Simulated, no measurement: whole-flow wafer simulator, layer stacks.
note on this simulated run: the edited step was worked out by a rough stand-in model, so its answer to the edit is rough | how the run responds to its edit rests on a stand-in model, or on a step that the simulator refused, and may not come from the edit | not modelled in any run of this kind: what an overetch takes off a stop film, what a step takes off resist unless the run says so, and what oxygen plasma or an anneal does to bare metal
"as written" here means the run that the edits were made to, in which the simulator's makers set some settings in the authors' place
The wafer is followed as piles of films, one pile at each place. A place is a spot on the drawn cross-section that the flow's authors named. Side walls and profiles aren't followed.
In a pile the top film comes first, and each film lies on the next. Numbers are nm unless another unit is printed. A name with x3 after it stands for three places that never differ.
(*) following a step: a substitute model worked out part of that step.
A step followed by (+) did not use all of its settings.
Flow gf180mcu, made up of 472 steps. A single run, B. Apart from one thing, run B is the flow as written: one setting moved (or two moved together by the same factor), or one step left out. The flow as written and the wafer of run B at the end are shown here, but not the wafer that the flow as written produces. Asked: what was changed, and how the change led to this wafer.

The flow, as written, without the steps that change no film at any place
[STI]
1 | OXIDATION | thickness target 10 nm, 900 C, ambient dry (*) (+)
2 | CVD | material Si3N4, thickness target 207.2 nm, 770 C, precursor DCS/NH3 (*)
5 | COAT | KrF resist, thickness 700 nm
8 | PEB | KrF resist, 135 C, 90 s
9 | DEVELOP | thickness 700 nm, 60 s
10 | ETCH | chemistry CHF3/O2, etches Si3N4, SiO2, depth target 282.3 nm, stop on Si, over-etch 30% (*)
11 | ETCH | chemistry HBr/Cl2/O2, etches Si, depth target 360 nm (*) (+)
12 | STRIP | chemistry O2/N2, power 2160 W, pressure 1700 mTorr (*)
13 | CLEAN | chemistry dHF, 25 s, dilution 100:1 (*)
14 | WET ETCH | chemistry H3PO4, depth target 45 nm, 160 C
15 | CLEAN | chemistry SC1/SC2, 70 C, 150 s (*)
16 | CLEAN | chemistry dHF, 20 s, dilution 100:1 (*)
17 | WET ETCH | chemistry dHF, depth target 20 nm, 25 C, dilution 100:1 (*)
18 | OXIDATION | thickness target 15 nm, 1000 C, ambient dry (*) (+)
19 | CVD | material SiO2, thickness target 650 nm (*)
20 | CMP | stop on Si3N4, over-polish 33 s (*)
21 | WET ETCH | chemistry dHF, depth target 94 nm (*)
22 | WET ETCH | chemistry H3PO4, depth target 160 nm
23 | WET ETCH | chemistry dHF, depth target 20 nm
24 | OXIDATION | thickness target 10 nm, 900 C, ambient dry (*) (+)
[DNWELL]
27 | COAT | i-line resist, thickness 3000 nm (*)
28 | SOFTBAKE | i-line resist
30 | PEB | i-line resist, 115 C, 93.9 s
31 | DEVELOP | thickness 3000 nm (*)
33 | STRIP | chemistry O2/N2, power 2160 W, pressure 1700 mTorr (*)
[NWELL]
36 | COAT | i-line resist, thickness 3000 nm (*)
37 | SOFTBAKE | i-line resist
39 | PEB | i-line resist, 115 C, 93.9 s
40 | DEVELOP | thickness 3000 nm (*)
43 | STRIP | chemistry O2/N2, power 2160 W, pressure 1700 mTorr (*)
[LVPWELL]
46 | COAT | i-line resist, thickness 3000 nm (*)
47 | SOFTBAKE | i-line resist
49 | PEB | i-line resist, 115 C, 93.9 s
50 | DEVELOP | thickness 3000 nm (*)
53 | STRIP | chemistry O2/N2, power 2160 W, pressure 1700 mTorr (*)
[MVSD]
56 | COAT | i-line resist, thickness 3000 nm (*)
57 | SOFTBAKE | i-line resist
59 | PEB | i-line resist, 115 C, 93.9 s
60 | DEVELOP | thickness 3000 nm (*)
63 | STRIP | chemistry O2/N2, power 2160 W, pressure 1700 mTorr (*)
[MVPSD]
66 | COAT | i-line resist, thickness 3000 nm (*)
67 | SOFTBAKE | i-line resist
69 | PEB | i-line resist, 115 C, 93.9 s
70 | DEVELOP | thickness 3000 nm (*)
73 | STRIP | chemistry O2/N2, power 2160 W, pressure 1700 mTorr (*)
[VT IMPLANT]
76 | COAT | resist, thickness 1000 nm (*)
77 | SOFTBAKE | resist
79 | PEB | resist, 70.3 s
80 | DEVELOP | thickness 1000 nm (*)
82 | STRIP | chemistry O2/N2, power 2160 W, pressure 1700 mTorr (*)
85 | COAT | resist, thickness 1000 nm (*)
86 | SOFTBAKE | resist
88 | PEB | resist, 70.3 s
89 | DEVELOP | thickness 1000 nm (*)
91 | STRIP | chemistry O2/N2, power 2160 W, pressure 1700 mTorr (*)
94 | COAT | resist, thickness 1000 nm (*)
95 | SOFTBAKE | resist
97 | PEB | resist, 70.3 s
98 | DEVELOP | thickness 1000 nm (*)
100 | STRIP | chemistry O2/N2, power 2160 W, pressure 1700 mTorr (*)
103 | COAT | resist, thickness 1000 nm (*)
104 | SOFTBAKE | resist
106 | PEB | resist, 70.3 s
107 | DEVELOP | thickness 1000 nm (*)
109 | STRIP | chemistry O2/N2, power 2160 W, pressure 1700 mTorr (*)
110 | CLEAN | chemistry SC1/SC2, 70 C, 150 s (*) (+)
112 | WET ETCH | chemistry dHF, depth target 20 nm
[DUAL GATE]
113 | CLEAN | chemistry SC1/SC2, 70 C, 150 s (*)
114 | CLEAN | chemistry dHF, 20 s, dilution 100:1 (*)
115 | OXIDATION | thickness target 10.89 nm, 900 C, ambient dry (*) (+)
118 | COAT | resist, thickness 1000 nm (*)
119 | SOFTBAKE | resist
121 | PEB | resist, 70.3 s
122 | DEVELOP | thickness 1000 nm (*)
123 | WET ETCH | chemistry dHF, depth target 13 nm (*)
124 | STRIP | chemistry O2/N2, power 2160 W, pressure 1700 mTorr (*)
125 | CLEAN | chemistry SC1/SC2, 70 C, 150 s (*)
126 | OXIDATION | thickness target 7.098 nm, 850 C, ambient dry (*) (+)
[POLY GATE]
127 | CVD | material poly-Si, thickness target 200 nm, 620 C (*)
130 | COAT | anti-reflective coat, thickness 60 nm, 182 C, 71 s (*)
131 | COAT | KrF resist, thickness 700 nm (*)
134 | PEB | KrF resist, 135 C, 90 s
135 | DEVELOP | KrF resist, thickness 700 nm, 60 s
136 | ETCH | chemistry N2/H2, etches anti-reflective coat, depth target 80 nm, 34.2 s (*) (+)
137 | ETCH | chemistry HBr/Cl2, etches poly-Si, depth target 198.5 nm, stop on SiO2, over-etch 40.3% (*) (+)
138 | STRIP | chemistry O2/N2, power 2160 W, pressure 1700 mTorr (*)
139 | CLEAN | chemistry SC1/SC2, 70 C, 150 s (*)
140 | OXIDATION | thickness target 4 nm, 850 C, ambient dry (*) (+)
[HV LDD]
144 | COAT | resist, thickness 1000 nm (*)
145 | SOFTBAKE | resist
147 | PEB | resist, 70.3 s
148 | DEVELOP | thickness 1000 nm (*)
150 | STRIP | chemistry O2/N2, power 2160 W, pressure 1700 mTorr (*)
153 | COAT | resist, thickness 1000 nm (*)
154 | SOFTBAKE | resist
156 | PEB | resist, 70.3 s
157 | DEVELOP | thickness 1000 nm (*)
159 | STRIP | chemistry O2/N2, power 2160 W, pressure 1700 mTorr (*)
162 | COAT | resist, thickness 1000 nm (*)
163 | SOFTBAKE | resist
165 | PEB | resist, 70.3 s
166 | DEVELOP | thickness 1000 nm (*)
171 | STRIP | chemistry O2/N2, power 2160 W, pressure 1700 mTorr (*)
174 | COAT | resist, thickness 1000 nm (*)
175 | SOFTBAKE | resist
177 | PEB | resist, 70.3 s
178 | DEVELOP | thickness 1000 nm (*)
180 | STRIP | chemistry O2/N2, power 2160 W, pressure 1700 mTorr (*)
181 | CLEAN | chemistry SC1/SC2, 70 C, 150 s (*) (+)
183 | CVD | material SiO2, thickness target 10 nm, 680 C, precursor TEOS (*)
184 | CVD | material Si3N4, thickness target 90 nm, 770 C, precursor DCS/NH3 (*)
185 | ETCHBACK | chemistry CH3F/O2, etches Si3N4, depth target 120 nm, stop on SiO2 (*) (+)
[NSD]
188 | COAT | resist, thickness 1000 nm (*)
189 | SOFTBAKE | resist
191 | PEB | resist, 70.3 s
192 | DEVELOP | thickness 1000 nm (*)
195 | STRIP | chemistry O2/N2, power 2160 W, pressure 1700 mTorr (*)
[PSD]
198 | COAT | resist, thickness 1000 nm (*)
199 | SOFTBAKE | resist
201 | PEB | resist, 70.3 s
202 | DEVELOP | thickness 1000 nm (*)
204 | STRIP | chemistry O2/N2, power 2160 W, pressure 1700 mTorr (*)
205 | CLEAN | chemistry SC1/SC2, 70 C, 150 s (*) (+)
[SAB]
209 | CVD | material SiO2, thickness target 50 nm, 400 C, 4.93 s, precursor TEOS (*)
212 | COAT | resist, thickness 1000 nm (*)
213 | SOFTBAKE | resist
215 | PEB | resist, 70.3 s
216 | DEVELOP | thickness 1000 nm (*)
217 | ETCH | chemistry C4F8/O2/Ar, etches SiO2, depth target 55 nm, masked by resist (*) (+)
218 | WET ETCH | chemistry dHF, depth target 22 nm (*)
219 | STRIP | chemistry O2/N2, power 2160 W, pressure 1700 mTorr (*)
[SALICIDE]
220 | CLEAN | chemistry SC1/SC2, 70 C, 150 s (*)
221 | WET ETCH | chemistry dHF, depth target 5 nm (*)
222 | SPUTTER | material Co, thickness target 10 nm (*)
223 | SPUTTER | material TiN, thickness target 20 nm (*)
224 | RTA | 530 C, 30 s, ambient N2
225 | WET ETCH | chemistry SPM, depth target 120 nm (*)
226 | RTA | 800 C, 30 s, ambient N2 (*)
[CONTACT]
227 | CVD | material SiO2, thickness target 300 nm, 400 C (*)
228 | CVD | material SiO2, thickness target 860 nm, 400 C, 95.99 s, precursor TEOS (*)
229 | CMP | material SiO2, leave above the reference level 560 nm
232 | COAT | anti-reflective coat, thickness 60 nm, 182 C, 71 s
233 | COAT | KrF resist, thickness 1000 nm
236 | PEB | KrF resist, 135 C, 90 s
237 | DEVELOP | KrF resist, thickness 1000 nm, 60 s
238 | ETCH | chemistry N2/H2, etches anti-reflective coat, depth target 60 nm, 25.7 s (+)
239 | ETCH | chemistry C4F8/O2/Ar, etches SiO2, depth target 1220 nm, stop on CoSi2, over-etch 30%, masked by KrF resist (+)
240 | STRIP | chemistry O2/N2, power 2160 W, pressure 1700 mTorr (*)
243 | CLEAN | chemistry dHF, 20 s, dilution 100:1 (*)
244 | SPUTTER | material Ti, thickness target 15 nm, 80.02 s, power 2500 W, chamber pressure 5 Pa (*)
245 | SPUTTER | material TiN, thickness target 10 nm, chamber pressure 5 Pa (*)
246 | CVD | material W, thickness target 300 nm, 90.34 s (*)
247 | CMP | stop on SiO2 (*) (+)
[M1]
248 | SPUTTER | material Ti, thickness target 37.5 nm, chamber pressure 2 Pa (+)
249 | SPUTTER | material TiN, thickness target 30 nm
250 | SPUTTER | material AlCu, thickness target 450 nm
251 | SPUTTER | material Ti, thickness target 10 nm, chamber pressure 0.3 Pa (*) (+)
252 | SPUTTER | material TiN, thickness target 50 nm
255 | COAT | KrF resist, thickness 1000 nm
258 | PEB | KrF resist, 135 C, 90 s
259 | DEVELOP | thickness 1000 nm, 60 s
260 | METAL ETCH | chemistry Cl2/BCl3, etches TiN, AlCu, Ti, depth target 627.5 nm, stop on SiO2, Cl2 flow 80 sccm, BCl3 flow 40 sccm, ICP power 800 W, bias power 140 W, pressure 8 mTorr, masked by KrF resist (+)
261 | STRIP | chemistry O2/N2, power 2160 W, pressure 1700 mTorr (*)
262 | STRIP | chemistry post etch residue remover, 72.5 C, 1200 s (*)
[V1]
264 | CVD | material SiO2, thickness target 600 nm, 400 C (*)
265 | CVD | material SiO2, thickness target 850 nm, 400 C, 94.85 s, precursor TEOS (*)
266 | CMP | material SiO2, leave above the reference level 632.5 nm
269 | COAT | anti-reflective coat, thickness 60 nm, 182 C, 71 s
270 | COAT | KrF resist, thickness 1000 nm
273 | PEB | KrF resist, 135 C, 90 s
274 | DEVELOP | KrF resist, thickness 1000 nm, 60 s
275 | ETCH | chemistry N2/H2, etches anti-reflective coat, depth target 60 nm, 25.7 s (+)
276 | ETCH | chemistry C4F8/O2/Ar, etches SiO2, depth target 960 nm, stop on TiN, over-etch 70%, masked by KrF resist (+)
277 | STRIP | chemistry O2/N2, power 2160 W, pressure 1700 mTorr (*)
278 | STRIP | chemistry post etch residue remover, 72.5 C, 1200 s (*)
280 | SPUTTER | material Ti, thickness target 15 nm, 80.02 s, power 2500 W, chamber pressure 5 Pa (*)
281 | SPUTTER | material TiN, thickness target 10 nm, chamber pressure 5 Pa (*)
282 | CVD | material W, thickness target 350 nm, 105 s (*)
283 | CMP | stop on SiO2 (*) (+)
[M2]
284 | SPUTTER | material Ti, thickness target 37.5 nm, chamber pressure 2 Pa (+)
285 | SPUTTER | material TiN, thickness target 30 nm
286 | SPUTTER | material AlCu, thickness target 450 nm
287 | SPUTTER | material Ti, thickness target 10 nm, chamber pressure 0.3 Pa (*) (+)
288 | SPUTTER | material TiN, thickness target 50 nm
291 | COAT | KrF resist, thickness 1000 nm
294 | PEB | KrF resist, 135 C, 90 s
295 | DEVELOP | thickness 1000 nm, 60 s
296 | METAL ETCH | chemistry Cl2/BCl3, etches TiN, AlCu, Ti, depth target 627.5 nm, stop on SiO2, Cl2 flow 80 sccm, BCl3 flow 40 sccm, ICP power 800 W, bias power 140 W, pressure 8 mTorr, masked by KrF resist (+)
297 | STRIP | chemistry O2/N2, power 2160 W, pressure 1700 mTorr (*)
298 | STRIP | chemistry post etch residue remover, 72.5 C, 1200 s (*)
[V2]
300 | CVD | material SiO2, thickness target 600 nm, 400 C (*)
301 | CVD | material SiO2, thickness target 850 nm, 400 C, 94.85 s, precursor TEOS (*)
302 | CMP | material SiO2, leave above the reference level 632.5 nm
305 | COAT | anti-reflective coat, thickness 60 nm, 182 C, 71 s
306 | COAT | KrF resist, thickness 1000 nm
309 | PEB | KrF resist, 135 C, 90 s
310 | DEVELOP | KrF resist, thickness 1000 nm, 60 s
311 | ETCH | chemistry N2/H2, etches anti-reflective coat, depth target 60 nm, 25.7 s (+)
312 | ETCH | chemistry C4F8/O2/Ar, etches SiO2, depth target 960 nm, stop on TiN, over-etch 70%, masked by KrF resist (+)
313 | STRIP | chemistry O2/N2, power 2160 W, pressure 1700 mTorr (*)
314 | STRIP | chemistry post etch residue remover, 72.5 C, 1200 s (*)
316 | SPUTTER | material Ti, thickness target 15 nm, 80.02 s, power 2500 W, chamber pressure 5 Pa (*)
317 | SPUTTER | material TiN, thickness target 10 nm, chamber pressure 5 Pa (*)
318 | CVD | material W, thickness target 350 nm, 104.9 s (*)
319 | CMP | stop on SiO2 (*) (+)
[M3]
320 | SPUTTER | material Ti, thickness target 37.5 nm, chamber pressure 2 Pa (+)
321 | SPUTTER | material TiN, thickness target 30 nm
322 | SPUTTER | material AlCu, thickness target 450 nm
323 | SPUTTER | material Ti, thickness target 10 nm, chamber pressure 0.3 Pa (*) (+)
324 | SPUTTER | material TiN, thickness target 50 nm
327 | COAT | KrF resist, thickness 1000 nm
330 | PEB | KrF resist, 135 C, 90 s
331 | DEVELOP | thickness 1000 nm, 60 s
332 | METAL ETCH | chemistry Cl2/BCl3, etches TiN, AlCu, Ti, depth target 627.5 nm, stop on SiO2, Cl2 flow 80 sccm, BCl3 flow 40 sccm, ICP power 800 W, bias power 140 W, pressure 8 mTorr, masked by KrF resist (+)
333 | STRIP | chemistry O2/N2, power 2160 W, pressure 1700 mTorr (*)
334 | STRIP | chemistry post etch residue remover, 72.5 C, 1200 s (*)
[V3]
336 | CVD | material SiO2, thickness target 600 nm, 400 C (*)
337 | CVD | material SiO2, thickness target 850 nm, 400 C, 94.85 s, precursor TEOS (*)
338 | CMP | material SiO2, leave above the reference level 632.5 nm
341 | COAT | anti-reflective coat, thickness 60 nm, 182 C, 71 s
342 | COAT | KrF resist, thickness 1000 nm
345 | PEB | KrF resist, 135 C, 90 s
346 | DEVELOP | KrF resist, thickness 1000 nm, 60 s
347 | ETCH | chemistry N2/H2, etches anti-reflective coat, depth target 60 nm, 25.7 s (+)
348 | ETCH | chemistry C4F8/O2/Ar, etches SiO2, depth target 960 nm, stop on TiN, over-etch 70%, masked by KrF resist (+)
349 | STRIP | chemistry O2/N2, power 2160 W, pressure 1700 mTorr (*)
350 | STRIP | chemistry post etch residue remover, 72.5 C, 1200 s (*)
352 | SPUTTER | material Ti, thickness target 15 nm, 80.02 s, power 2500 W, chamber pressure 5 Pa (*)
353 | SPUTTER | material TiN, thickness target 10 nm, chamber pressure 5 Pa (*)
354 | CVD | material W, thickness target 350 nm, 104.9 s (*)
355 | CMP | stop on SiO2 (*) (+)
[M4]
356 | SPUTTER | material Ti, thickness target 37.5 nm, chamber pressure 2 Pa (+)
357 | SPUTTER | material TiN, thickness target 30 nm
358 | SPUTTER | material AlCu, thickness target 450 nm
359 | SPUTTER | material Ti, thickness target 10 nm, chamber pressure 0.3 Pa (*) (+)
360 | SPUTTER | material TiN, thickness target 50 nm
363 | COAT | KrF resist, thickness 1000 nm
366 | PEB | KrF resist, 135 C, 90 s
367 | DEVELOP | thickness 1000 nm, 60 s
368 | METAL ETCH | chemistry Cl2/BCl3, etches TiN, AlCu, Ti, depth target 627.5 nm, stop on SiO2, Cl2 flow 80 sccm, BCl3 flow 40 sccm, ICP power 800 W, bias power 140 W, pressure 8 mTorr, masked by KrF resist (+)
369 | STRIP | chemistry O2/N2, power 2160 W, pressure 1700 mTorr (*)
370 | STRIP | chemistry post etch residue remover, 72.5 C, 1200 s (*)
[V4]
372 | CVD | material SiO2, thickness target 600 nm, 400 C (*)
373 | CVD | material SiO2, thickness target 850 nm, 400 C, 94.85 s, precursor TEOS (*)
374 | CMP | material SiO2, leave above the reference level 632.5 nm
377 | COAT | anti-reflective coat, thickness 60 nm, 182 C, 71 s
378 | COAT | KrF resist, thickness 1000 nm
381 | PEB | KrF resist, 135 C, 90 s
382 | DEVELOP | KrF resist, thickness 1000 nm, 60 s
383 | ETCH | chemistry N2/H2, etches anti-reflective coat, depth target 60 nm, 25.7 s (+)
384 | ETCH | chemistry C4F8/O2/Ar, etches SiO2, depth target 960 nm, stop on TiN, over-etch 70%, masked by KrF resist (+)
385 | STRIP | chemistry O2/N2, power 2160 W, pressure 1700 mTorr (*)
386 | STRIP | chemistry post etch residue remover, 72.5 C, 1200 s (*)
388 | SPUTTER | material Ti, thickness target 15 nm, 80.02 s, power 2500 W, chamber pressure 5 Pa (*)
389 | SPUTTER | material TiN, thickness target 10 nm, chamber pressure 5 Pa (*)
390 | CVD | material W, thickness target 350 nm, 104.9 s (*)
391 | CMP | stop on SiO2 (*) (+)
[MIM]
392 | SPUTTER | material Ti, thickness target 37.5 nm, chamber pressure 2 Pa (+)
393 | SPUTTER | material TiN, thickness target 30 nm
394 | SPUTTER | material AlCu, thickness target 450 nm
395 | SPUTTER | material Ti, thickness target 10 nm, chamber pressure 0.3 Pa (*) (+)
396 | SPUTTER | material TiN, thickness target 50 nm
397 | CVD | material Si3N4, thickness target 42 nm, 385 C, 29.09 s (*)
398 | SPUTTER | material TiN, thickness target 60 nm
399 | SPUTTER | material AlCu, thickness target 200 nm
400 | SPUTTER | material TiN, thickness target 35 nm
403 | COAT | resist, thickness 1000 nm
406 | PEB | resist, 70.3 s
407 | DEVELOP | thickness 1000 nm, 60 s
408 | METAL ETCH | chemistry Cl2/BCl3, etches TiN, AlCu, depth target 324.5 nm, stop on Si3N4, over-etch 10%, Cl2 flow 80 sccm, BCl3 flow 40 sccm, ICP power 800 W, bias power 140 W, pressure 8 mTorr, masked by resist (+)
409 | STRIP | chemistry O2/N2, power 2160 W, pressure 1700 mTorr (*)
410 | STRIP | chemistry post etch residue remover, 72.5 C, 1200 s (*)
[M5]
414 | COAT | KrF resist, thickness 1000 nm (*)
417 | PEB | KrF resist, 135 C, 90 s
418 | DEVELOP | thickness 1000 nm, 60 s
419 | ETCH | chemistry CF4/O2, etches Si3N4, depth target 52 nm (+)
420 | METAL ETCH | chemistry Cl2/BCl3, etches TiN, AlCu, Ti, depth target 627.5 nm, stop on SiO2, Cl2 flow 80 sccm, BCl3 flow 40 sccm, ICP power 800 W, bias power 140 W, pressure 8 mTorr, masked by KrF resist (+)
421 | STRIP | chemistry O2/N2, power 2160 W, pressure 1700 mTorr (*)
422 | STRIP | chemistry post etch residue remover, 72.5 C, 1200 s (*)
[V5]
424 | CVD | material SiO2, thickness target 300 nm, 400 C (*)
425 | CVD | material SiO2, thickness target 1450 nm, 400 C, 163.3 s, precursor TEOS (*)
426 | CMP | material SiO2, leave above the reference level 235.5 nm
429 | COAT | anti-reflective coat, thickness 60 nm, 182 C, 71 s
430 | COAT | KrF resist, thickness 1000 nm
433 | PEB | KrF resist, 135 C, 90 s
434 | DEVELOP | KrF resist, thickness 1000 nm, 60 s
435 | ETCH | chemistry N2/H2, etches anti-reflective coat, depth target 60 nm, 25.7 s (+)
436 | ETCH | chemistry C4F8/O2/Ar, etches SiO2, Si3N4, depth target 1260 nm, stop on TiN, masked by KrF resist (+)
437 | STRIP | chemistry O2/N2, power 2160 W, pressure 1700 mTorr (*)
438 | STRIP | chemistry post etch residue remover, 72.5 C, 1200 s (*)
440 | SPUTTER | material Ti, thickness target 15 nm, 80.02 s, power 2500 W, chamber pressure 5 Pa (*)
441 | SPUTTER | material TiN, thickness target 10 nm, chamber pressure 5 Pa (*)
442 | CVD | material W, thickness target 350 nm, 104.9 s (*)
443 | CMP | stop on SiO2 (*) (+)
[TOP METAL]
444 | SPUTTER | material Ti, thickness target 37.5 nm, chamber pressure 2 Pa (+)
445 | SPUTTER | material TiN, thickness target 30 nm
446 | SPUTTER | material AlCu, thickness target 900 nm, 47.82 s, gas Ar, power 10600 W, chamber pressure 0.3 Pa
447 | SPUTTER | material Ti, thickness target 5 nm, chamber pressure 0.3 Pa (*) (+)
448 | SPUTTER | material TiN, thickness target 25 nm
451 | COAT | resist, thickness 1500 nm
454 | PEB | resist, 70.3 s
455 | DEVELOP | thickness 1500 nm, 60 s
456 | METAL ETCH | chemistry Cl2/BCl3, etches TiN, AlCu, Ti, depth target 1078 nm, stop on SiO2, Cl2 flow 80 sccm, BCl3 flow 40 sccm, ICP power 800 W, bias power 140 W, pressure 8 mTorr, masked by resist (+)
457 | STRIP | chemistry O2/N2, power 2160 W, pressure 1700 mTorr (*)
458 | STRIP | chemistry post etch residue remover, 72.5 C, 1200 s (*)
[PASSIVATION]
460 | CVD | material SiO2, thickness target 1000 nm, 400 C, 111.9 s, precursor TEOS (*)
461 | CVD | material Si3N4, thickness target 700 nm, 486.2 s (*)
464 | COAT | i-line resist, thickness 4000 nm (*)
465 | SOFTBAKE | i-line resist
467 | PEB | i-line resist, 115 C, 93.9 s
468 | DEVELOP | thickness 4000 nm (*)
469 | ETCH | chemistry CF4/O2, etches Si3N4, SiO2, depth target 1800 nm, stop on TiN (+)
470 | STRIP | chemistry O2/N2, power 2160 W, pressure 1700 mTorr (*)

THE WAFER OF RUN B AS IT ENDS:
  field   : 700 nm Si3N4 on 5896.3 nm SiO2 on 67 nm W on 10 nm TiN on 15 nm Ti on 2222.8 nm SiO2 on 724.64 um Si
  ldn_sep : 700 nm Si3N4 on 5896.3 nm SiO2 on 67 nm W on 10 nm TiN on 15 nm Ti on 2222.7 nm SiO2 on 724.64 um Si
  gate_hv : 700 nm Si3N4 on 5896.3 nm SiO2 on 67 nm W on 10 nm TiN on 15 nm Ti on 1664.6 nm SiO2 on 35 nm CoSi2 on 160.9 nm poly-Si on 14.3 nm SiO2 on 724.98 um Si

Cause: step 265, CVD: thickness target 416 nm was run, whereas the flow has thickness target 850 nm; step 265, CVD: 46.48 s was run, where the flow has 94.85 s.

How this came from the change, step by step:
  265 | CVD | material SiO2, thickness target 850 nm, 400 C, 94.85 s, precursor TEOS (*)
      field, field__w1, field__w2 and 108 more: SiO2 gains 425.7 (in the flow as written it would be: SiO2 gains 850)
  266 | CMP | material SiO2, leave above the reference level 632.5 nm
      field, field__w1, field__w2 and 99 more: nothing (in the flow as written it would be: SiO2 loses 300)
      field__w8, contact, m1 and 6 more: SiO2 loses 452.8 (in the flow as written it would be: SiO2 loses 877.1)
  269 | COAT | anti-reflective coat, thickness 60 nm, 182 C, 71 s
      field: anti-reflective coat gains 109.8 (new film) (in the flow as written it would be: anti-reflective coat gains 60 (new film))
      field__w1: anti-reflective coat gains 86.7 (new film) (in the flow as written it would be: anti-reflective coat gains 60 (new film))
      (and at 20 other places as well)
  270 | COAT | KrF resist, thickness 1000 nm
      field__w1: KrF resist gains 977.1 (new film) (in the flow as written it would be: KrF resist gains 1000 (new film))
      field__w8: KrF resist gains 977.8 (new film) (in the flow as written it would be: KrF resist gains 1000 (new film))
      (and at 7 other places as well)
  273 | PEB | KrF resist, 135 C, 90 s
      contact: KrF resist loses 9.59 (in the flow as written it would be: KrF resist loses 10.5)
      m1: KrF resist loses 9.38 (in the flow as written it would be: KrF resist loses 10.5)
      (and at 1 other place as well)
  274 | DEVELOP | KrF resist, thickness 1000 nm, 60 s
      contact: KrF resist loses 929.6 (all of it) (in the flow as written it would be: KrF resist loses 989.5 (all of it))
  275 | ETCH | chemistry N2/H2, etches anti-reflective coat, depth target 60 nm, 25.7 s (+)
      contact: anti-reflective coat loses 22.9 (all of it), SiO2 loses 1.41 (in the flow as written it would be: anti-reflective coat loses 60 (all of it), SiO2 loses 0.46)
  277 | STRIP | chemistry O2/N2, power 2160 W, pressure 1700 mTorr (*)
      field: KrF resist loses 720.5 (all of it), anti-reflective coat loses 109.8 (all of it) (in the flow as written it would be: KrF resist loses 739.2 (all of it), anti-reflective coat loses 60 (all of it))
      field__w1: KrF resist loses 716.6 (all of it), anti-reflective coat loses 86.7 (all of it) (in the flow as written it would be: KrF resist loses 739.2 (all of it), anti-reflective coat loses 60 (all of it))
      (and at 19 other places as well)
  280 | SPUTTER | material Ti, thickness target 15 nm, 80.02 s, power 2500 W, chamber pressure 5 Pa (*)
      contact: Ti gains 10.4 (new film) (in the flow as written it would be: Ti gains 9.65 (new film))
  282 | CVD | material W, thickness target 350 nm, 105 s (*)
      contact: W gains 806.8 (new film) (in the flow as written it would be: W gains 932.3 (new film))
  283 | CMP | stop on SiO2 (*) (+)
      field, field__w1, field__w2 and 99 more: W loses 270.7 (in the flow as written it would be: W loses 350 (all of it), TiN loses 10 (all of it), Ti loses 15 (all of it), SiO2 loses 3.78)
      field__w8, m1, m1__w1, polyc_n, polyc_n_rim, polyc_p, polyc_p_rim, m1_nw: W loses 350 (all of it), TiN loses 10 (all of it), Ti loses 15 (all of it), SiO2 loses 20 (in the flow as written it would be: W loses 350 (all of it), TiN loses 10 (all of it), Ti loses 15 (all of it), SiO2 loses 3.78)
      (and at 1 other place as well)
  296 | METAL ETCH | chemistry Cl2/BCl3, etches TiN, AlCu, Ti, depth target 627.5 nm, stop on SiO2, Cl2 flow 80 sccm, BCl3 flow 40 sccm, ICP power 800 W, bias power 140 W, pressure 8 mTorr, masked by KrF resist (+)
      field, field__w1, field__w2 and 99 more: TiN loses 50 (all of it), Ti loses 10 (all of it), AlCu loses 450 (all of it), TiN loses 30 (all of it), Ti loses 37.5 (all of it), W loses 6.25 (in the flow as written it would be: TiN loses 50 (all of it), Ti loses 10 (all of it), AlCu loses 450 (all of it), TiN loses 30 (all of it), Ti loses 37.5 (all of it))
  298 | STRIP | chemistry post etch residue remover, 72.5 C, 1200 s (*)
      field, field__w1, field__w2 and 99 more: W loses 6.01 (in the flow as written it would be: nothing)
  300 | CVD | material SiO2, thickness target 600 nm, 400 C (*)
      field, field__w1, field__w2 and 99 more: SiO2 gains 600 (new film) (in the flow as written it would be: SiO2 gains 600)
  302 | CMP | material SiO2, leave above the reference level 632.5 nm
      field, field__w1, field__w2 and 99 more: SiO2 loses 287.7 (in the flow as written it would be: SiO2 loses 300)
With metal films that touch counted as one body, field has 1 body; the flow as written gives 0 bodies.
With metal films that touch counted as one body, ldn_sep has 1 body; the flow as written gives 0 bodies.
With metal films that touch counted as one body, gate_hv has 2 bodies (between them, from the top down: SiO2 1664.6); the flow as written gives 1 body.
